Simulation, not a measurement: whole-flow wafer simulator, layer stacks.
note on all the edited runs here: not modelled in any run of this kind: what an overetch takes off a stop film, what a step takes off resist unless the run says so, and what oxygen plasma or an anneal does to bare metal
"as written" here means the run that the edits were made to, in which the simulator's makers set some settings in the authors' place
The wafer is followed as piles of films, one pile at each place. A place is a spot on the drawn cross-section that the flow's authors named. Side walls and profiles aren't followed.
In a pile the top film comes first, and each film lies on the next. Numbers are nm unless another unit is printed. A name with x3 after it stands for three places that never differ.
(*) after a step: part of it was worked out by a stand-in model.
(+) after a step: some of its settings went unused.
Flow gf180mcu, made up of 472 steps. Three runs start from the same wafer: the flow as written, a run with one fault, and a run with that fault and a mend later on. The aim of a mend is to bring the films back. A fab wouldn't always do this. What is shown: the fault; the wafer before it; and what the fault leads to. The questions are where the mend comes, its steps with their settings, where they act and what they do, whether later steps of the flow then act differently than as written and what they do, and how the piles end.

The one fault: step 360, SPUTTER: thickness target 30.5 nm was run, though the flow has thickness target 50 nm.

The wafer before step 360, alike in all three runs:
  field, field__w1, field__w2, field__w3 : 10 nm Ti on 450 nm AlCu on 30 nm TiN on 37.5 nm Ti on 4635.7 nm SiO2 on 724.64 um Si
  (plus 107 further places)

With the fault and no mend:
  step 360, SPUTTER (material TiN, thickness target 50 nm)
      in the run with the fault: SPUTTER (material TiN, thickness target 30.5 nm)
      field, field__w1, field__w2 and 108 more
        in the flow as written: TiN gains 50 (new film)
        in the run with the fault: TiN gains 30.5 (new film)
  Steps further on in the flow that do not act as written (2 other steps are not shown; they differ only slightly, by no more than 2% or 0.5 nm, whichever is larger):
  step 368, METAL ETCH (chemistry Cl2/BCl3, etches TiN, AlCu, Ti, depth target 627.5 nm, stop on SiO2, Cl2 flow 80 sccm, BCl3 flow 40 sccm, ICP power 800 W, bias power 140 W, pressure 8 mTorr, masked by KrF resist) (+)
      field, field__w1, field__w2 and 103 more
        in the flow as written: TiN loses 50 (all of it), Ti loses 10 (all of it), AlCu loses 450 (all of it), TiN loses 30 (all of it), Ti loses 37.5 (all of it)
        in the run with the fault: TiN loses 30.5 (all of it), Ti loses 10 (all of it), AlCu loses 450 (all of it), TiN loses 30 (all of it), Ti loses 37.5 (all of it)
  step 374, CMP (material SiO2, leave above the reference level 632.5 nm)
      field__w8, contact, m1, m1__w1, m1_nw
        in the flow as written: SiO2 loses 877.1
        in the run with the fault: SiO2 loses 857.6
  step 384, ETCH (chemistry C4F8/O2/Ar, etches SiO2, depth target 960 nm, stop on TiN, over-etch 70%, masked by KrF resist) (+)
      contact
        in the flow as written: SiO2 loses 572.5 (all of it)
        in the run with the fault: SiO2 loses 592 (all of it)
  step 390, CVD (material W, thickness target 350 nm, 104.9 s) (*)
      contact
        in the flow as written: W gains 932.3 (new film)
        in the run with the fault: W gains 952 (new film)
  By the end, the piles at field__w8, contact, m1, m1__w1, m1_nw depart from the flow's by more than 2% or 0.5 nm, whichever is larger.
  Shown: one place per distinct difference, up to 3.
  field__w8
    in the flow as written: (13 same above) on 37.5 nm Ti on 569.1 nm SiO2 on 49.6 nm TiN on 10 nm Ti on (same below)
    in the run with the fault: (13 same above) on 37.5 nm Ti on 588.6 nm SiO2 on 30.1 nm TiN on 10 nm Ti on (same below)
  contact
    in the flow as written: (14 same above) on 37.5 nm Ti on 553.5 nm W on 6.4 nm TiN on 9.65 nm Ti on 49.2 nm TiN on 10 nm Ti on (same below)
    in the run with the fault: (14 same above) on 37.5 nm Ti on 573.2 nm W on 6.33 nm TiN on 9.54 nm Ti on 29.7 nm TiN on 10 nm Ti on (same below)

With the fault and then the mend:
  After step 360 comes the mend.
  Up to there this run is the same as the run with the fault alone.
  step 360a, SPUTTER (material TiN, thickness target 19.5 nm) (a further turn of the flow's step 360, with different settings)
      field, field__w1, field__w2 and 108 more
        TiN gains 19.5
  Every later step of the flow that is run acts as written at every place that is followed.
  At every place that both follow, the piles at the end match the flow's.
